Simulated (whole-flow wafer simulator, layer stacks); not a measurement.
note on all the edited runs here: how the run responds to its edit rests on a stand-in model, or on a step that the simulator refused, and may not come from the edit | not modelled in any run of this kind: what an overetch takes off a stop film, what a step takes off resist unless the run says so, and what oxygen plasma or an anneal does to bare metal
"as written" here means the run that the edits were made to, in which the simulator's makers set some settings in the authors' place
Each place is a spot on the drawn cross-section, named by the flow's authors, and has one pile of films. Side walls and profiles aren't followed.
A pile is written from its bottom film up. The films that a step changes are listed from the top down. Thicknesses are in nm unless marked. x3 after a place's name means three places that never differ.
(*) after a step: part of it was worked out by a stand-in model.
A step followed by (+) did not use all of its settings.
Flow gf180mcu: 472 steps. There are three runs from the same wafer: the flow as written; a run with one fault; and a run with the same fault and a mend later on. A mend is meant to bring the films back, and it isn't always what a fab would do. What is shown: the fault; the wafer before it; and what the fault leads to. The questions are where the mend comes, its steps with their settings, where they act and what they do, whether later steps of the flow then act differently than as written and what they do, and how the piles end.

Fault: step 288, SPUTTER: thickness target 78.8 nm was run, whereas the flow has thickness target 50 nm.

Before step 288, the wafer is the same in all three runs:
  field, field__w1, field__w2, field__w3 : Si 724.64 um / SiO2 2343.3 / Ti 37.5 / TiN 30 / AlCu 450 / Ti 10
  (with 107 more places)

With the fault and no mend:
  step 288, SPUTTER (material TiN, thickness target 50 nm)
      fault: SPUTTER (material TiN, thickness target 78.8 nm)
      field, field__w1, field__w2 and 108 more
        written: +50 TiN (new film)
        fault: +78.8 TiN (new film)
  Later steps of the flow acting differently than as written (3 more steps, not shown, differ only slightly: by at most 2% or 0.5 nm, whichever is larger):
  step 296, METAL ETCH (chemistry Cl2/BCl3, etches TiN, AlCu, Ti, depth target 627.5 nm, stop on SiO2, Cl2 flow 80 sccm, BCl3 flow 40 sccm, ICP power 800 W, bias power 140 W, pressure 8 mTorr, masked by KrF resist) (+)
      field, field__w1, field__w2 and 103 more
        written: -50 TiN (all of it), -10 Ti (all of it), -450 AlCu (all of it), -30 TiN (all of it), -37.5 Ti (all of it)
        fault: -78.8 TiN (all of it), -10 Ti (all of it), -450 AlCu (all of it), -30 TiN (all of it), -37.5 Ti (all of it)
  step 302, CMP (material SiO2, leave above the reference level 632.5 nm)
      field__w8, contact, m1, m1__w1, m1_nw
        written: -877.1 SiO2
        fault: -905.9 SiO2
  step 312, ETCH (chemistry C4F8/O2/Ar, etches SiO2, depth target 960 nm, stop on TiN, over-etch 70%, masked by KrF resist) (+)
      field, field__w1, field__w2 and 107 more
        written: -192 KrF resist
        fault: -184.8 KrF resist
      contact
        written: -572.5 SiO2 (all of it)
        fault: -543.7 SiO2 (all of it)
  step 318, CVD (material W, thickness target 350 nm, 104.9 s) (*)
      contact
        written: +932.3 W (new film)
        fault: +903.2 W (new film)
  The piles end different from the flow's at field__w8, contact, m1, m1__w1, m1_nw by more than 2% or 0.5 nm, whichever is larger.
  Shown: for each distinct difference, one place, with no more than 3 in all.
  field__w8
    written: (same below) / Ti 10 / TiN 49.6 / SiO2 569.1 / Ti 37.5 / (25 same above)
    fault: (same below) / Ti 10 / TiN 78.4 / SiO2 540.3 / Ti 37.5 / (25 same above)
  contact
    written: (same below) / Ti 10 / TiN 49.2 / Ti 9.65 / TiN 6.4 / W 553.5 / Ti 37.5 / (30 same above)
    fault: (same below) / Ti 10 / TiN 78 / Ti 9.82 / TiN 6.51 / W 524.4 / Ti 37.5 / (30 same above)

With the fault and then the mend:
  The mend stands after step 295.
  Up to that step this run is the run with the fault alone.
  step 295a, STRIP (chemistry O2/N2, power 2160 W, pressure 1700 mTorr) (*)
      field__w8, contact, m1, m1__w1, m1_nw
        -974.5 KrF resist (all of it)
  step 295b, METAL ETCH (chemistry Cl2/BCl3, etches TiN, AlCu, Ti, depth target 28.8 nm, Cl2 flow 80 sccm, BCl3 flow 40 sccm, ICP power 800 W, bias power 140 W, pressure 8 mTorr) (a further turn of the flow's step 260, with different settings)
      field, field__w1, field__w2 and 108 more
        -28.8 TiN
  step 295c, HMDS (120 C, 60 s) (a further turn of the flow's step 290)
      alters no film at any place that is followed
  step 295d, COAT (KrF resist, thickness 1000 nm) (a further turn of the flow's step 291)
      field, field__w1, field__w2 and 108 more
        +1000 KrF resist (new film)
  step 295e, SOFTBAKE (KrF resist) (a further turn of the flow's step 292)
      alters no film at any place that is followed
  step 295f, EXPOSE (photomask Metal2) (a further turn of the flow's step 293)
      alters no film at any place that is followed
  step 295g, PEB (KrF resist, 135 C, 90 s) (a further turn of the flow's step 294)
      field, field__w1, field__w2 and 108 more
        -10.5 KrF resist
  step 295h, DEVELOP (thickness 1000 nm, 60 s) (a further turn of the flow's step 295)
      field, field__w1, field__w2 and 103 more
        -989.5 KrF resist (all of it)
      field__w8, contact, m1, m1__w1, m1_nw
        -14.9 KrF resist
  Every later step of the flow that is run acts as written at every place that is followed.
  By the end, the piles equal the flow's at every place that both follow.
